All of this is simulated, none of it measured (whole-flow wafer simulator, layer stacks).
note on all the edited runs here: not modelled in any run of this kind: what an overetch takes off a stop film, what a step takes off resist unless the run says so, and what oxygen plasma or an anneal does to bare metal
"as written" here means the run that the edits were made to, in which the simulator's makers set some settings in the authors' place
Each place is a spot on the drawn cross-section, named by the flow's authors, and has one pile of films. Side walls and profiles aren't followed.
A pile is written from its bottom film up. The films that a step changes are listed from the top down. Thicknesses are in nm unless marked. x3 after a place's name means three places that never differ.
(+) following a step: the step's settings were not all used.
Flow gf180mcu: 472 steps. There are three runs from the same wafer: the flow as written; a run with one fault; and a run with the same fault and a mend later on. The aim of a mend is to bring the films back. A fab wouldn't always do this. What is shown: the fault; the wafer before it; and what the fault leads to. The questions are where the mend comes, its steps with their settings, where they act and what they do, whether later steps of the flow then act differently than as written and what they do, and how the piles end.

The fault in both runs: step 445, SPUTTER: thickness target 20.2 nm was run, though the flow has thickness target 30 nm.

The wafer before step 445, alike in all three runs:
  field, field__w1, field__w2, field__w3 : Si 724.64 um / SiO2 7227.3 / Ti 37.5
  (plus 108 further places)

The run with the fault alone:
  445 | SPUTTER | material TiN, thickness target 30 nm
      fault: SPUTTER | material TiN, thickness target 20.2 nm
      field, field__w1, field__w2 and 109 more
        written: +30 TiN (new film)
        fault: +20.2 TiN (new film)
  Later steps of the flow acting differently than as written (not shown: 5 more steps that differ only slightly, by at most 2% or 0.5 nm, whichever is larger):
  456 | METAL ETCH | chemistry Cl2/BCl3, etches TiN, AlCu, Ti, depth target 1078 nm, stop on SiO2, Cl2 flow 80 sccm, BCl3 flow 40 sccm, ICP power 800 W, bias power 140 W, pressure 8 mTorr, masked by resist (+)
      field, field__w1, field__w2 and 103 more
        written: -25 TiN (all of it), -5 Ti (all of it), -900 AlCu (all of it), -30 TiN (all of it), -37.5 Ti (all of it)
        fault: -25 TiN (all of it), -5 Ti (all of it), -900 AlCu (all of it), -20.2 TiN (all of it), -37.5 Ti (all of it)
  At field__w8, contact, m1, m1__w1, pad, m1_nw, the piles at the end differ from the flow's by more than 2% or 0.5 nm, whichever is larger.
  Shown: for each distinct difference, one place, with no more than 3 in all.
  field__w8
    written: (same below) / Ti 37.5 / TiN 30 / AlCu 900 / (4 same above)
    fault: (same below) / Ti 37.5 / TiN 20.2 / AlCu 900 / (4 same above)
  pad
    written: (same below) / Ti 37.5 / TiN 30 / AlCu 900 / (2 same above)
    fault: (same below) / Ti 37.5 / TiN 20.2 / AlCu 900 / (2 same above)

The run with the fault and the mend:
  The mend stands after step 445.
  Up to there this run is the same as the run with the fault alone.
  445a | SPUTTER | material TiN, thickness target 9.8 nm (the flow's step 445, run once more with other settings)
      field, field__w1, field__w2 and 109 more
        +9.8 TiN
  Every later step of the flow that is run acts as written at every place that is followed.
  The piles end the same as the flow's at every place that both follow.
